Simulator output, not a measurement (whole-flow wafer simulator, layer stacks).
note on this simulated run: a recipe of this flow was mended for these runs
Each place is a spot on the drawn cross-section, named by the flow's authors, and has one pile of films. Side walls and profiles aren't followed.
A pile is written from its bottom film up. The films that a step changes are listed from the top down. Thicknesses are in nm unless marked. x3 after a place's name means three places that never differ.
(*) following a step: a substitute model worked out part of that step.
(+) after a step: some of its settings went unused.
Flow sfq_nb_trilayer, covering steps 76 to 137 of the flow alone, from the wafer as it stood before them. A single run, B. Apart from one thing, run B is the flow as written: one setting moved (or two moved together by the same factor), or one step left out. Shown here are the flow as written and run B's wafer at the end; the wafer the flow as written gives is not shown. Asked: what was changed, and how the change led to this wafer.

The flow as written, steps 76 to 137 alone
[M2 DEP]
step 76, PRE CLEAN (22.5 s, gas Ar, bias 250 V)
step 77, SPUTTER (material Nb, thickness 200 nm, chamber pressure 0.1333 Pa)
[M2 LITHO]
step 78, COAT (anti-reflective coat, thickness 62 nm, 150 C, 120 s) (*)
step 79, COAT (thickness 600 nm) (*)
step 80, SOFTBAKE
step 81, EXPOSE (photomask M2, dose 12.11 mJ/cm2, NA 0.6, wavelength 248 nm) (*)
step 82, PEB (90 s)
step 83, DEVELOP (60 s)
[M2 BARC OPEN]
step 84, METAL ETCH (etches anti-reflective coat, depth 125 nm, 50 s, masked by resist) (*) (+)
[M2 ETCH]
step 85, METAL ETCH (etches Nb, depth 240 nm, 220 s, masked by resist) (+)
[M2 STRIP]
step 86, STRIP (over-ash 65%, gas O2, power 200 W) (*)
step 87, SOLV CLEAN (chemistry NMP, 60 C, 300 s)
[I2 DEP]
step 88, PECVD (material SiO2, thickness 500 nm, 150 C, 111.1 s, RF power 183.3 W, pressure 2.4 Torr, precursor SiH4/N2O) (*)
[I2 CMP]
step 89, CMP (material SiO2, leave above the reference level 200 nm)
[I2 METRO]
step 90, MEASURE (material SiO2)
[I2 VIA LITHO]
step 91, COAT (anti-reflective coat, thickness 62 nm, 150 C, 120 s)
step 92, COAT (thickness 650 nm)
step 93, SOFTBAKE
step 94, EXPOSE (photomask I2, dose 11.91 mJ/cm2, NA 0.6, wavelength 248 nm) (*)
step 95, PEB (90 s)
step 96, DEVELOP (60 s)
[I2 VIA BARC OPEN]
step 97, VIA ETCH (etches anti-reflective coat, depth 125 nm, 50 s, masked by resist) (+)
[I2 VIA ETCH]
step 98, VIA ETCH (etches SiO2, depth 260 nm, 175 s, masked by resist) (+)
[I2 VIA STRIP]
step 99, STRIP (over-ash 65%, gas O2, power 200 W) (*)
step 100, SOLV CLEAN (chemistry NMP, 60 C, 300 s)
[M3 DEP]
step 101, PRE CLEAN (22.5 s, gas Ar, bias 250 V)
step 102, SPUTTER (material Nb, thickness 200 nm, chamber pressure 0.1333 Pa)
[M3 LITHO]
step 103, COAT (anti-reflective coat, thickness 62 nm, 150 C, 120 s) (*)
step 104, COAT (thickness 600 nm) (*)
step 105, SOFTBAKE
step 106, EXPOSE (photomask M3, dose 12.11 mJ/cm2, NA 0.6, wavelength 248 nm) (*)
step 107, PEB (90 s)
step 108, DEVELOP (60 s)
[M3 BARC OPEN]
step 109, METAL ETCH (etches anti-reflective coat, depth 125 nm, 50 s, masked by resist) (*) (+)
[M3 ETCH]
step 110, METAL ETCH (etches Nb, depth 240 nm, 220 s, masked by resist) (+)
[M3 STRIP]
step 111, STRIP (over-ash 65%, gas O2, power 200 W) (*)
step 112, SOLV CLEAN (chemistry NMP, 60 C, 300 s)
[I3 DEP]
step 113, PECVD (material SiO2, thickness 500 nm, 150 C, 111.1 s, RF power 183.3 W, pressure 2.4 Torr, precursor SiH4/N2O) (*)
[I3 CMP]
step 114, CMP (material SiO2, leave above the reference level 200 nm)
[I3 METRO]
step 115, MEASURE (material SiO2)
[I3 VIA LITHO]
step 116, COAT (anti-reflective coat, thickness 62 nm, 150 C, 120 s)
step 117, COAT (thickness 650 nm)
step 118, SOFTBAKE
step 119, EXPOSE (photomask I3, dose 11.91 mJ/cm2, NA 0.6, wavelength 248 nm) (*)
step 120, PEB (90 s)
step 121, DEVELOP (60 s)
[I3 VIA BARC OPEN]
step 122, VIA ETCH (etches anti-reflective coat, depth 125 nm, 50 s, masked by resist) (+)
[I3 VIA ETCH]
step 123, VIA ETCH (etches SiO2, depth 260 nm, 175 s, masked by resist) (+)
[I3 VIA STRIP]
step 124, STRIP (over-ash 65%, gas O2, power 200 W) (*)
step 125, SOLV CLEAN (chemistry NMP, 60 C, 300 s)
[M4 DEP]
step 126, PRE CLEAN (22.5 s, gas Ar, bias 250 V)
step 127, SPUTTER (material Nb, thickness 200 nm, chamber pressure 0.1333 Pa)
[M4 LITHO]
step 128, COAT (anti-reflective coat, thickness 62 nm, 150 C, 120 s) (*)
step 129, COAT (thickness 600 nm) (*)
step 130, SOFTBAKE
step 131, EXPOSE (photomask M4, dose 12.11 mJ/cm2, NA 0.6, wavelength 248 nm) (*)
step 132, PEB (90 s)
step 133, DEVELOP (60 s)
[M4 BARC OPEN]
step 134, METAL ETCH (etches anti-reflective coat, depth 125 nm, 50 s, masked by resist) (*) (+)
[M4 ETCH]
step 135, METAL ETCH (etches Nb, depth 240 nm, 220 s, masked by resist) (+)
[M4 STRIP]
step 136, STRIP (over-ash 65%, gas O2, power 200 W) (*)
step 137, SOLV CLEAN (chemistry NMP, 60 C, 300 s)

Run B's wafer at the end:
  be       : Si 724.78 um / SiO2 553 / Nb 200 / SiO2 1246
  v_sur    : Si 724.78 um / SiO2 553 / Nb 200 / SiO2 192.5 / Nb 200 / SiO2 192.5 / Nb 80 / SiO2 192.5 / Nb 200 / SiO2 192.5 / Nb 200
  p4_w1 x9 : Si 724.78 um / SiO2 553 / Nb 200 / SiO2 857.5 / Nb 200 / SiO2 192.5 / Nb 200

Cause: step 77, SPUTTER: thickness 80 nm was run, while the flow as written has thickness 200 nm.
The wafer itself shows it: v_sur has Nb 80, and step 77 as written asks for 200 nm.

How this came from the change, step by step:
  step 77, SPUTTER (material Nb, thickness 200 nm, chamber pressure 0.1333 Pa)
      field_l, v_sur, via_wl and 102 more: +80 Nb (new film) (in the flow as written it would be: +200 Nb (new film))
      via_v: +69.7 Nb (in the flow as written it would be: +172.8 Nb)
  step 78, COAT (anti-reflective coat, thickness 62 nm, 150 C, 120 s) (*)
      via_v: +120 anti-reflective coat (new film) (in the flow as written it would be: +125.2 anti-reflective coat (new film))
      wire: +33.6 anti-reflective coat (new film) (in the flow as written it would be: +34.6 anti-reflective coat (new film))
  step 85, METAL ETCH (etches Nb, depth 240 nm, 220 s, masked by resist) (+)
      field_l, be, be_sur and 81 more: -80 Nb (all of it), -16 SiO2 (in the flow as written it would be: -200 Nb (all of it), -4 SiO2)
  step 86, STRIP (over-ash 65%, gas O2, power 200 W) (*)
      via_v: -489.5 KrF-resist-other-grade (all of it), -120 anti-reflective coat (all of it) (in the flow as written it would be: -498 KrF-resist-other-grade (all of it), -125.2 anti-reflective coat (all of it))
      wire: -372.2 KrF-resist-other-grade (all of it), -33.6 anti-reflective coat (all of it) (in the flow as written it would be: -369.7 KrF-resist-other-grade (all of it), -34.6 anti-reflective coat (all of it))
  step 88, PECVD (material SiO2, thickness 500 nm, 150 C, 111.1 s, RF power 183.3 W, pressure 2.4 Torr, precursor SiH4/N2O) (*)
      via_v: +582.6 SiO2 (new film) (in the flow as written it would be: +612.8 SiO2 (new film))
  step 89, CMP (material SiO2, leave above the reference level 200 nm)
      field_l, be, be_sur and 81 more: -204 SiO2 (in the flow as written it would be: -96 SiO2)
      via_v: -168.3 SiO2 (in the flow as written it would be: -181.6 SiO2)
